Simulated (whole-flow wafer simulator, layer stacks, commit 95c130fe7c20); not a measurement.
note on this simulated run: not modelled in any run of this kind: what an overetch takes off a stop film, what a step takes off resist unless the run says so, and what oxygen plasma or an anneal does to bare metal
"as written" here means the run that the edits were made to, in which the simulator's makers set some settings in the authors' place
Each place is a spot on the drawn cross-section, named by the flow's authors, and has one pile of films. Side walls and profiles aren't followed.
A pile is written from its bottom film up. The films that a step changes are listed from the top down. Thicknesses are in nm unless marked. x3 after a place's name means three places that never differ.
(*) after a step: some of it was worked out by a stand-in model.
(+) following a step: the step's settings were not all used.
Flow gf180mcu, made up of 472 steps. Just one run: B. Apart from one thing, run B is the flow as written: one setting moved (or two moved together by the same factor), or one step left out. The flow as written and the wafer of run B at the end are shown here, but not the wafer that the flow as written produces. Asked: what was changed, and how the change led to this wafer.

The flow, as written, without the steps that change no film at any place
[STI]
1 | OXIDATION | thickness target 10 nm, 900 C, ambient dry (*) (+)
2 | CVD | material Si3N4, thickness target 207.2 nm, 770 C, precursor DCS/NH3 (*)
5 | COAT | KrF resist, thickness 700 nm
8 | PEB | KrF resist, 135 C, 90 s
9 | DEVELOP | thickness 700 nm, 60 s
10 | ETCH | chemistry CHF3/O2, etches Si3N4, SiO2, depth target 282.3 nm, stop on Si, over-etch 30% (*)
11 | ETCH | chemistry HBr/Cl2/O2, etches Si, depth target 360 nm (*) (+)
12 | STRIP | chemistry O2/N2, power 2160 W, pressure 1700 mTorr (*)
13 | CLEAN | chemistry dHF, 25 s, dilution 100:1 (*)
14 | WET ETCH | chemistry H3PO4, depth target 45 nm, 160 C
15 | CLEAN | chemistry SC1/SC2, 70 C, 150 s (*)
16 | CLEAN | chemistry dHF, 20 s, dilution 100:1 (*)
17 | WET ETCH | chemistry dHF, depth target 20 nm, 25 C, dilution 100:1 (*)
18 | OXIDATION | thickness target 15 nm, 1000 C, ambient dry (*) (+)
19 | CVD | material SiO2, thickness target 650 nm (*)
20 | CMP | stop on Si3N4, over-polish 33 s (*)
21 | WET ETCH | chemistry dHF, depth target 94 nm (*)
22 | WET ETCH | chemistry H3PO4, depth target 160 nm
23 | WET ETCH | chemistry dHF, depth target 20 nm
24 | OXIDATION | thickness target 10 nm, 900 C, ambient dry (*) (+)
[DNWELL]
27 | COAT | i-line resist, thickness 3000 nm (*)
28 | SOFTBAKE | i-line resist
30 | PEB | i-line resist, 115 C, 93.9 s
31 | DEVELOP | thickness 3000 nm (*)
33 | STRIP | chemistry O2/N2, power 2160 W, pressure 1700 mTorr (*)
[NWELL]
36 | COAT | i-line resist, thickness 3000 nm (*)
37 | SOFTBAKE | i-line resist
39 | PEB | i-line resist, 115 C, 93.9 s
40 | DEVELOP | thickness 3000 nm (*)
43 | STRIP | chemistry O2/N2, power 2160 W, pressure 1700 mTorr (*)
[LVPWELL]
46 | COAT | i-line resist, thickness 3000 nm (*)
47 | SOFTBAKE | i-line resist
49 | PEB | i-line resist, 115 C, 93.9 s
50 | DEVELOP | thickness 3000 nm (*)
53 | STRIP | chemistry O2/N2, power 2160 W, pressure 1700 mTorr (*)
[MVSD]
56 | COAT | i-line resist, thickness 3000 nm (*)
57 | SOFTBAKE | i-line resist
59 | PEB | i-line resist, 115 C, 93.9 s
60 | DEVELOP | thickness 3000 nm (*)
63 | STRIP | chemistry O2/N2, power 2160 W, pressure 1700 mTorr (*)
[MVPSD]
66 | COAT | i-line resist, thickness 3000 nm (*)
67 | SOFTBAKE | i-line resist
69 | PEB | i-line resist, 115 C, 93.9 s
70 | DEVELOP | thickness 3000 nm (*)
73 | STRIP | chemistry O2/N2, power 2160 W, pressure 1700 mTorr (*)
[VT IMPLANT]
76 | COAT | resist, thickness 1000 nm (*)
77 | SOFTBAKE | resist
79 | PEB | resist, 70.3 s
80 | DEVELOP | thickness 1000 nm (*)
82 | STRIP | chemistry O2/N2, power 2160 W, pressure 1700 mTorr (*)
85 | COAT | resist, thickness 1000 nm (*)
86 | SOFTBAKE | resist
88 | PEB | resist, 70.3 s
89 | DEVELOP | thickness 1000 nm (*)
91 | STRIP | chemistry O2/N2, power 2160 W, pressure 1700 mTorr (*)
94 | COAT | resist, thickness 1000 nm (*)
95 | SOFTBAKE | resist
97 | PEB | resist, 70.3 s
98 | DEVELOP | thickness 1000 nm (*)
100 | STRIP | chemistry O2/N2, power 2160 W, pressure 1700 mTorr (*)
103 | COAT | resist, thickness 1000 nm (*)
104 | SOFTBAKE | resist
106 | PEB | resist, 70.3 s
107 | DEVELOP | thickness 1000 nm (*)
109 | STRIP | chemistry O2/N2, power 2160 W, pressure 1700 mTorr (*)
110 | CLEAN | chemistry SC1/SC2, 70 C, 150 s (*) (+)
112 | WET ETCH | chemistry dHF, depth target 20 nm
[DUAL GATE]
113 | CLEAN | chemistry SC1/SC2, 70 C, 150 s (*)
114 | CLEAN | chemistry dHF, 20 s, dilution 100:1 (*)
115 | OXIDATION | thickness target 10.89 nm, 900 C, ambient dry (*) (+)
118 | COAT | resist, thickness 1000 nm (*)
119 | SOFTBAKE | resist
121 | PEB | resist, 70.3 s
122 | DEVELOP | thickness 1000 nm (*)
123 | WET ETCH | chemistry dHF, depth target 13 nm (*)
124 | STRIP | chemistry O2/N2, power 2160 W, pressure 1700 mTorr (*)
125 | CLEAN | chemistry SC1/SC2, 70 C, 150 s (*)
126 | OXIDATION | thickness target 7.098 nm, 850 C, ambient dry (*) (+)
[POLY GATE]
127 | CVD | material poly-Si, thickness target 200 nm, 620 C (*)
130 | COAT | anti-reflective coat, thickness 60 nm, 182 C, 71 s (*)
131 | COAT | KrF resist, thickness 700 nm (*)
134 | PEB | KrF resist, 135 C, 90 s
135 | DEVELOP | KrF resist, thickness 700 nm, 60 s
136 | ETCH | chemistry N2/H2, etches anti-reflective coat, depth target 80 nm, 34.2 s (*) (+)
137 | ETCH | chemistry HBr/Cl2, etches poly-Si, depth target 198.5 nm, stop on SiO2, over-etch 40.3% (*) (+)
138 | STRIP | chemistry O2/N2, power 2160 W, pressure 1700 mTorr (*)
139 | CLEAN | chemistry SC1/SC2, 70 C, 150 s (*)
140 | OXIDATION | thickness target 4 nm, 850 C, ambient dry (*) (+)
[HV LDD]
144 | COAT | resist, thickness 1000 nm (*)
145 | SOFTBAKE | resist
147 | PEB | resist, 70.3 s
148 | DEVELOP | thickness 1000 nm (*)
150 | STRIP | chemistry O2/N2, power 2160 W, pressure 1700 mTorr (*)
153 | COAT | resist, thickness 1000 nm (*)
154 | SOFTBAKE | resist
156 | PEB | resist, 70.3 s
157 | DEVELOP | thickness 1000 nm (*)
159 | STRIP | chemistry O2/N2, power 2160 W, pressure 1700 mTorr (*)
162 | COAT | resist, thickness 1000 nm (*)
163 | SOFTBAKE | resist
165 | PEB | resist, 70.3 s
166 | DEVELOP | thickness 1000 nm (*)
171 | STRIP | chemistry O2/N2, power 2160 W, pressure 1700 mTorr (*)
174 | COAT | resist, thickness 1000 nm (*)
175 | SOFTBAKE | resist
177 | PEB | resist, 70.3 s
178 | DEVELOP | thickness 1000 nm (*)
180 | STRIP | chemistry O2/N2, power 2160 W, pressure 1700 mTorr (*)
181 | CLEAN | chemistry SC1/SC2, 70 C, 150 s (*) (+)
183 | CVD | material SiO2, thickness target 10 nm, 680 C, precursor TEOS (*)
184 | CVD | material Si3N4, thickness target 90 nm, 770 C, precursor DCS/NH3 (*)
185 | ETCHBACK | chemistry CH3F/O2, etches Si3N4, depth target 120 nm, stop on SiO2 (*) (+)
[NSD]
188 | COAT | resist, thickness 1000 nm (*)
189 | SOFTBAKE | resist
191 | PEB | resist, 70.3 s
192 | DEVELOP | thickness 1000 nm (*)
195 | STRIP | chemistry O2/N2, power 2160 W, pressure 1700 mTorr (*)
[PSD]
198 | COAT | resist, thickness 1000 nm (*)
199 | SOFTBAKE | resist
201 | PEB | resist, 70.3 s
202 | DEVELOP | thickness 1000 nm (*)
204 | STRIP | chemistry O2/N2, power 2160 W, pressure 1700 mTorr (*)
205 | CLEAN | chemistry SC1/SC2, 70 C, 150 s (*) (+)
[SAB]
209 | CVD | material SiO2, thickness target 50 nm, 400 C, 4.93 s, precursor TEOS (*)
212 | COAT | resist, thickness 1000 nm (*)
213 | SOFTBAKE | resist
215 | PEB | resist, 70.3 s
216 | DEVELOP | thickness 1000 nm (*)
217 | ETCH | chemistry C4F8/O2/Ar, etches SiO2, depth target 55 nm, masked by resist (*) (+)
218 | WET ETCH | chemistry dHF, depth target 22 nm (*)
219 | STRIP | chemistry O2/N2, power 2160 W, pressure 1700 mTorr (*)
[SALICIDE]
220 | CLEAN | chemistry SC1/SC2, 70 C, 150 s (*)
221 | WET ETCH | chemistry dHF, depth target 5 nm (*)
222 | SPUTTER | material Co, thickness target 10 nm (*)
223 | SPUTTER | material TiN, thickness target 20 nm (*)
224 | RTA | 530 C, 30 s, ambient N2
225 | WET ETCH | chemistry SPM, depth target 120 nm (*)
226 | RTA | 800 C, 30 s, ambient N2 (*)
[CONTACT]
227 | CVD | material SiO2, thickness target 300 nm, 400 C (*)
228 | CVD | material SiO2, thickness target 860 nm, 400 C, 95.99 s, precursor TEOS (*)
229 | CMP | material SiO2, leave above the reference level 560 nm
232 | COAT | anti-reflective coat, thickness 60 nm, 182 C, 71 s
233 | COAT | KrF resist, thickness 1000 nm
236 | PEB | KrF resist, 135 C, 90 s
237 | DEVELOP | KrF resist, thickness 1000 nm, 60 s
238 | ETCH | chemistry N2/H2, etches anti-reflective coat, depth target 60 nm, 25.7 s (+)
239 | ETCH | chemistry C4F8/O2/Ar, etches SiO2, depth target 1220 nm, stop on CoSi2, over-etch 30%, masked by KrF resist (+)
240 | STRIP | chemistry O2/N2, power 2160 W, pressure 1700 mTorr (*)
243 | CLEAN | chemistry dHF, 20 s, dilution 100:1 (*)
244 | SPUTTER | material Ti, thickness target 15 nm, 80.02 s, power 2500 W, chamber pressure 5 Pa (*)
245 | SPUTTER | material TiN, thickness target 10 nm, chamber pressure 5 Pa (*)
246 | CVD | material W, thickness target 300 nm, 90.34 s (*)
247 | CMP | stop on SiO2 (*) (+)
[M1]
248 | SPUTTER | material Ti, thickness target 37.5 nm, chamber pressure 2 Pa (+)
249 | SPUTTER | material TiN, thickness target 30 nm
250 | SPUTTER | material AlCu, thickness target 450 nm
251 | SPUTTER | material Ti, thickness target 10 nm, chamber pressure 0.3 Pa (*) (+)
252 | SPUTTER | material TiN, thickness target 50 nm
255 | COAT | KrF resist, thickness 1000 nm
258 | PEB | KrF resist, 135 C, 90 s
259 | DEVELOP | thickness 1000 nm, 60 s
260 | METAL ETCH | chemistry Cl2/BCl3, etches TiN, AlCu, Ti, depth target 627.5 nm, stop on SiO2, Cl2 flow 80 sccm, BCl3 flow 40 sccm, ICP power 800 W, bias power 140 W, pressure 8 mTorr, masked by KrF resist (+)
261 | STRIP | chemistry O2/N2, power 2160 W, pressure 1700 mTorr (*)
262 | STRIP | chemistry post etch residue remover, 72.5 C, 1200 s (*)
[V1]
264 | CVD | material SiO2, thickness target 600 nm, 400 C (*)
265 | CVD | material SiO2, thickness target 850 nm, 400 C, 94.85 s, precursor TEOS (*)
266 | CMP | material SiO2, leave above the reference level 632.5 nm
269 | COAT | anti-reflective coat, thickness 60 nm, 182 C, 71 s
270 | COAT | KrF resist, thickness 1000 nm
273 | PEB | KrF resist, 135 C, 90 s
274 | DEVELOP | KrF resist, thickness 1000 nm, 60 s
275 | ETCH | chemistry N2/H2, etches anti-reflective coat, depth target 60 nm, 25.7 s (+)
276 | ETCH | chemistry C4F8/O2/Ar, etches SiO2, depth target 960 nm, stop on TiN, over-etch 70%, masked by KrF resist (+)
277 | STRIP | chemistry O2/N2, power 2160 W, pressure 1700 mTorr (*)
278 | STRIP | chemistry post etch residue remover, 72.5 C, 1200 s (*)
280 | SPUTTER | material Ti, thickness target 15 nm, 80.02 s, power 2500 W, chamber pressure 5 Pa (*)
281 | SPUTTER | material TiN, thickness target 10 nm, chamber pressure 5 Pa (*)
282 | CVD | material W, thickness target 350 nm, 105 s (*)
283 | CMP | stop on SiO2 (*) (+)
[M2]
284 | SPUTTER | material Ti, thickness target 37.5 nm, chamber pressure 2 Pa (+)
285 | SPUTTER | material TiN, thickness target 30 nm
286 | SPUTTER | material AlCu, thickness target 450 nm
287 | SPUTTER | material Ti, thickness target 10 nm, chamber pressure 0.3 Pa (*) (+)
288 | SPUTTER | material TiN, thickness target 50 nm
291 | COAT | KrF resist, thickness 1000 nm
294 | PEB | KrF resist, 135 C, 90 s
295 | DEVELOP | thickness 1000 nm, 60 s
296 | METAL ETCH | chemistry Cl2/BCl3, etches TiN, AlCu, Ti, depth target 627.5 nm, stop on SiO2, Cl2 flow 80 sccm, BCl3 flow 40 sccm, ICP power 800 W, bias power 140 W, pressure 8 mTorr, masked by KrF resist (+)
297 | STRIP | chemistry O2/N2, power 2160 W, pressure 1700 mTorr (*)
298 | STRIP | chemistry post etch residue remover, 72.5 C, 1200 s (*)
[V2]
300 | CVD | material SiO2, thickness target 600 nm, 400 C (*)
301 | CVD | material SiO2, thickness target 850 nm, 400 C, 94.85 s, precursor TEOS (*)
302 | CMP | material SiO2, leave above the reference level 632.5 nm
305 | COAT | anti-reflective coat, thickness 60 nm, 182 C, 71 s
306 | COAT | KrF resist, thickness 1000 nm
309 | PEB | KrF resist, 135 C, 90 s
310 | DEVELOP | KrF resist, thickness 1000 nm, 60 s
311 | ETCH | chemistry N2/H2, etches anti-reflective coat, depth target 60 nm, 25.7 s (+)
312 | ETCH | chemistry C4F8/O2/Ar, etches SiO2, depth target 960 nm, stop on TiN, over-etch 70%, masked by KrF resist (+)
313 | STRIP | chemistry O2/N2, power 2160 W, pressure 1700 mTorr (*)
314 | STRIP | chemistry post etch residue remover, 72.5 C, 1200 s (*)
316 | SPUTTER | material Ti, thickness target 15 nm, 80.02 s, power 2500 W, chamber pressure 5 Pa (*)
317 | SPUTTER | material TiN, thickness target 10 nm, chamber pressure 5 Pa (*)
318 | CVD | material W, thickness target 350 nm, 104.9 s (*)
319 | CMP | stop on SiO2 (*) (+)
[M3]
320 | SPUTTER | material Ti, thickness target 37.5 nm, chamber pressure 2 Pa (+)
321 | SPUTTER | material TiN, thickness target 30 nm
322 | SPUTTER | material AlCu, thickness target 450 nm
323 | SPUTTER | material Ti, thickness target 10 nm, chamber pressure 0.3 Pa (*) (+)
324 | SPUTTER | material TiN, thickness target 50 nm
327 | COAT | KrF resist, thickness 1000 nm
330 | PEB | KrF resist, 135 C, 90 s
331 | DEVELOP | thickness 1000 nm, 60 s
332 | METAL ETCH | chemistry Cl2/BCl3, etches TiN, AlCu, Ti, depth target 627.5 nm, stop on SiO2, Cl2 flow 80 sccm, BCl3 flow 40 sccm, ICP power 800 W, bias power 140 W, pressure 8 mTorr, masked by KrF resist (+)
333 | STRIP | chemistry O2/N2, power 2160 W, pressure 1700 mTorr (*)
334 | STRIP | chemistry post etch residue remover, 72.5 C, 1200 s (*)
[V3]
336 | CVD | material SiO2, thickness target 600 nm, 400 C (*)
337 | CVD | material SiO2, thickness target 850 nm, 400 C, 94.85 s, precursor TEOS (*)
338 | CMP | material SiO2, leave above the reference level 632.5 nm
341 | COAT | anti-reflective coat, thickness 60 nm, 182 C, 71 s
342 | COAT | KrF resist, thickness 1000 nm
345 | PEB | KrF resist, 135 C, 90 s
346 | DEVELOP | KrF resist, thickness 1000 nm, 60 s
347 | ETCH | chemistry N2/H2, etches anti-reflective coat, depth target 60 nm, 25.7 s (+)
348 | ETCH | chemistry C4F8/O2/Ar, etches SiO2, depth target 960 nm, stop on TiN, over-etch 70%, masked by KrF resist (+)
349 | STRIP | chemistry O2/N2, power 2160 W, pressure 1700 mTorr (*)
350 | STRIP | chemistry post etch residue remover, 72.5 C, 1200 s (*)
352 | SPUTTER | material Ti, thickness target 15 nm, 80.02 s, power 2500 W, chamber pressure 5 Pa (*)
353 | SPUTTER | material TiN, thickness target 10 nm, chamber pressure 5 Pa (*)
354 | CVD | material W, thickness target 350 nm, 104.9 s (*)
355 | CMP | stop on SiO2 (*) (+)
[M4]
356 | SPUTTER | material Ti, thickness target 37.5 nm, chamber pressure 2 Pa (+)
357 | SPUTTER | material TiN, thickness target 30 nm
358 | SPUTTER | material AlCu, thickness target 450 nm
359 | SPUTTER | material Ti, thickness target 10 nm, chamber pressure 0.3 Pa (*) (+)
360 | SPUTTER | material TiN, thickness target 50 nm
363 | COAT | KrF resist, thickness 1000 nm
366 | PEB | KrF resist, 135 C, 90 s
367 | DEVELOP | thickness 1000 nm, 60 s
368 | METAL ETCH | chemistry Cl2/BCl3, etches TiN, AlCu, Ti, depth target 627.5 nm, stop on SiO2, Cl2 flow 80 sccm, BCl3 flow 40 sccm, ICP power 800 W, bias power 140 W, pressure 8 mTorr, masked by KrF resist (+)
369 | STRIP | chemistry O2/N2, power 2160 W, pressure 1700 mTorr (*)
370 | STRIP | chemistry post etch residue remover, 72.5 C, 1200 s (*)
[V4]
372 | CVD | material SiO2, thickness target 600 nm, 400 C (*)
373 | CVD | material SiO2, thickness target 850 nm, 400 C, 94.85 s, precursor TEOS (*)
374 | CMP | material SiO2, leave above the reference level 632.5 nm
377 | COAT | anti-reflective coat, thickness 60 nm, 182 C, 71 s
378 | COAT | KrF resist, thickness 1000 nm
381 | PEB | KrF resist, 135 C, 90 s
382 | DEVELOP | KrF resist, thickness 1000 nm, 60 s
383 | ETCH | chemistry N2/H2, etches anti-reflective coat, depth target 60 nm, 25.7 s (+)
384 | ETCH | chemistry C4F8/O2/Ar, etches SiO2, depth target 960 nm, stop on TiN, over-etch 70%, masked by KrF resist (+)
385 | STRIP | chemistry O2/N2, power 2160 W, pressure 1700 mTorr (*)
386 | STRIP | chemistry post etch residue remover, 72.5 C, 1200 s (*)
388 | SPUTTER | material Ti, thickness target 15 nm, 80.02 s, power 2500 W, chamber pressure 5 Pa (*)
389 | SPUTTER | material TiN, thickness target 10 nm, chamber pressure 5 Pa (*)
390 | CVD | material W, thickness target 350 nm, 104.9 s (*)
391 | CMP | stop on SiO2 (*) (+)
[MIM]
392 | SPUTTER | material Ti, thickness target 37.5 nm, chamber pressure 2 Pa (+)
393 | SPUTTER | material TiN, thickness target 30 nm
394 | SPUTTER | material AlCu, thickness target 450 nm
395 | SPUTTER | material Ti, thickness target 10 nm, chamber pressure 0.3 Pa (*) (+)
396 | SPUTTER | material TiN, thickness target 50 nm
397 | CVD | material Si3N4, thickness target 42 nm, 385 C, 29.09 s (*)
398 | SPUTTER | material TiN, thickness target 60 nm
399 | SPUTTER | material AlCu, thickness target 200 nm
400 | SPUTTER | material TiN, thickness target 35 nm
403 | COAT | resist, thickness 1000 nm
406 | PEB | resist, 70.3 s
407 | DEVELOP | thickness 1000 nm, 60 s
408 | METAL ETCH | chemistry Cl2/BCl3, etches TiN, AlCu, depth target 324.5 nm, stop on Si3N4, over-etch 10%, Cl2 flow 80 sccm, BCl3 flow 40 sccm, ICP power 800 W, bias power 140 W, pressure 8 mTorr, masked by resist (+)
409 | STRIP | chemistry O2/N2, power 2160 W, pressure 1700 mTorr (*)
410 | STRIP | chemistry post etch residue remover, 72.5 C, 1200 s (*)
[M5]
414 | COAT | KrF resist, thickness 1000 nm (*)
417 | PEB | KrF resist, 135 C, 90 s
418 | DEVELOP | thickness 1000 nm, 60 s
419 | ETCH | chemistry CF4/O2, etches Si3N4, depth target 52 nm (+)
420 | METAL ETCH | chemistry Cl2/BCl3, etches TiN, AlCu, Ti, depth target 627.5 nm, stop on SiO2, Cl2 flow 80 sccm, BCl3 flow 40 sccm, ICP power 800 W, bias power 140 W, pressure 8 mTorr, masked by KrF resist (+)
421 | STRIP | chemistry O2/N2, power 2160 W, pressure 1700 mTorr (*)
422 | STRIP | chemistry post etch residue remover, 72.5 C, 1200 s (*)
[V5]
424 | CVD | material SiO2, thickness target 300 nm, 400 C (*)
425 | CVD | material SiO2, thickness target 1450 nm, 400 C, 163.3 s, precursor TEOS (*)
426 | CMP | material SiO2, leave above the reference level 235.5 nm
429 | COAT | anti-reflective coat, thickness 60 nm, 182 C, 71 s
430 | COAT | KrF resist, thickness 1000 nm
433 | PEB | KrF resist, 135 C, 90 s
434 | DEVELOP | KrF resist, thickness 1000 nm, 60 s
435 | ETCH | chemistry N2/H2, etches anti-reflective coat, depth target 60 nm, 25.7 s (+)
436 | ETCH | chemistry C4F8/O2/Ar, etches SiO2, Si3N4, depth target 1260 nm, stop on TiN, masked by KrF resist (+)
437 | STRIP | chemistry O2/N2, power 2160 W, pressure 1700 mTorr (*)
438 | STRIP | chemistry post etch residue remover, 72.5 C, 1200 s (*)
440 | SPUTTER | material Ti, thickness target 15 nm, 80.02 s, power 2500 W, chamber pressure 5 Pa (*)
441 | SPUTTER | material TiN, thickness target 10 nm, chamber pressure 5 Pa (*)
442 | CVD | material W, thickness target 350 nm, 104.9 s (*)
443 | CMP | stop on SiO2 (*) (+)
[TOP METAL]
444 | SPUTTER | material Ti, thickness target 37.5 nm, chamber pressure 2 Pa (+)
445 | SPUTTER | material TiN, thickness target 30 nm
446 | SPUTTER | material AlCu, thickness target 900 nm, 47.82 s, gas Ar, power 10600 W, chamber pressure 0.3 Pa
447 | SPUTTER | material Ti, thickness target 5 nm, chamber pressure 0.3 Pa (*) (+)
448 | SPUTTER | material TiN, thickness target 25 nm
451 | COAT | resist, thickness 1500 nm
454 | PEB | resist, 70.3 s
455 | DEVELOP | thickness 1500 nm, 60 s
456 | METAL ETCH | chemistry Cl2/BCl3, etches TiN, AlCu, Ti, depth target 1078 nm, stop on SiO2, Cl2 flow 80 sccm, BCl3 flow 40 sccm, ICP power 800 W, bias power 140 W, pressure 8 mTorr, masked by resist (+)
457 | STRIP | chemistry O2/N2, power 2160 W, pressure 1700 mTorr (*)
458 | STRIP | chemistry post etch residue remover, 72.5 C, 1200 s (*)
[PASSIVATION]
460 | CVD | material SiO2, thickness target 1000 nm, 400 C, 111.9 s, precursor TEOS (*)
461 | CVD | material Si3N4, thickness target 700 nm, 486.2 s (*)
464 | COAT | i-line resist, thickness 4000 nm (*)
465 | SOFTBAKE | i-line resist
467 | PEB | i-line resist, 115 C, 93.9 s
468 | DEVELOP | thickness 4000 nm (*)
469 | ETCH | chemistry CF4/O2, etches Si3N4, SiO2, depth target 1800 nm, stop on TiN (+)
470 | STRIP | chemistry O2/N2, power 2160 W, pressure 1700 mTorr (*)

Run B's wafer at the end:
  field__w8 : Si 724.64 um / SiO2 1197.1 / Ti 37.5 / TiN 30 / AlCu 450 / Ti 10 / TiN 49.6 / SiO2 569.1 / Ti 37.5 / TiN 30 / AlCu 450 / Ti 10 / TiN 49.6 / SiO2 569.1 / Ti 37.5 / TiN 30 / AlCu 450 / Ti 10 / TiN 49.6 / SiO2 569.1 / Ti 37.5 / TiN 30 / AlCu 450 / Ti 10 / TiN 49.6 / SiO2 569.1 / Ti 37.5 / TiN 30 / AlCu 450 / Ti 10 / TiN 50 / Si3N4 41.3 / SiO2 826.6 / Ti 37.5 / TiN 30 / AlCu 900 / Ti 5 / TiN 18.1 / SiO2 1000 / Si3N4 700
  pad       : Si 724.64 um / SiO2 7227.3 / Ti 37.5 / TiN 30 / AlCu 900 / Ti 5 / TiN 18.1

The reason: step 448, SPUTTER: thickness target 18.5 nm was run, whereas the flow has thickness target 25 nm.

How this came from the change, step by step:
  448 | SPUTTER | material TiN, thickness target 25 nm
      field, field__w1, field__w2 and 109 more: +18.5 TiN (new film) (as written it would have been: +25 TiN (new film))
  456 | METAL ETCH | chemistry Cl2/BCl3, etches TiN, AlCu, Ti, depth target 1078 nm, stop on SiO2, Cl2 flow 80 sccm, BCl3 flow 40 sccm, ICP power 800 W, bias power 140 W, pressure 8 mTorr, masked by resist (+)
      field, field__w1, field__w2 and 103 more: -18.5 TiN (all of it), -5 Ti (all of it), -900 AlCu (all of it), -30 TiN (all of it), -37.5 Ti (all of it) (as written it would have been: -25 TiN (all of it), -5 Ti (all of it), -900 AlCu (all of it), -30 TiN (all of it), -37.5 Ti (all of it))
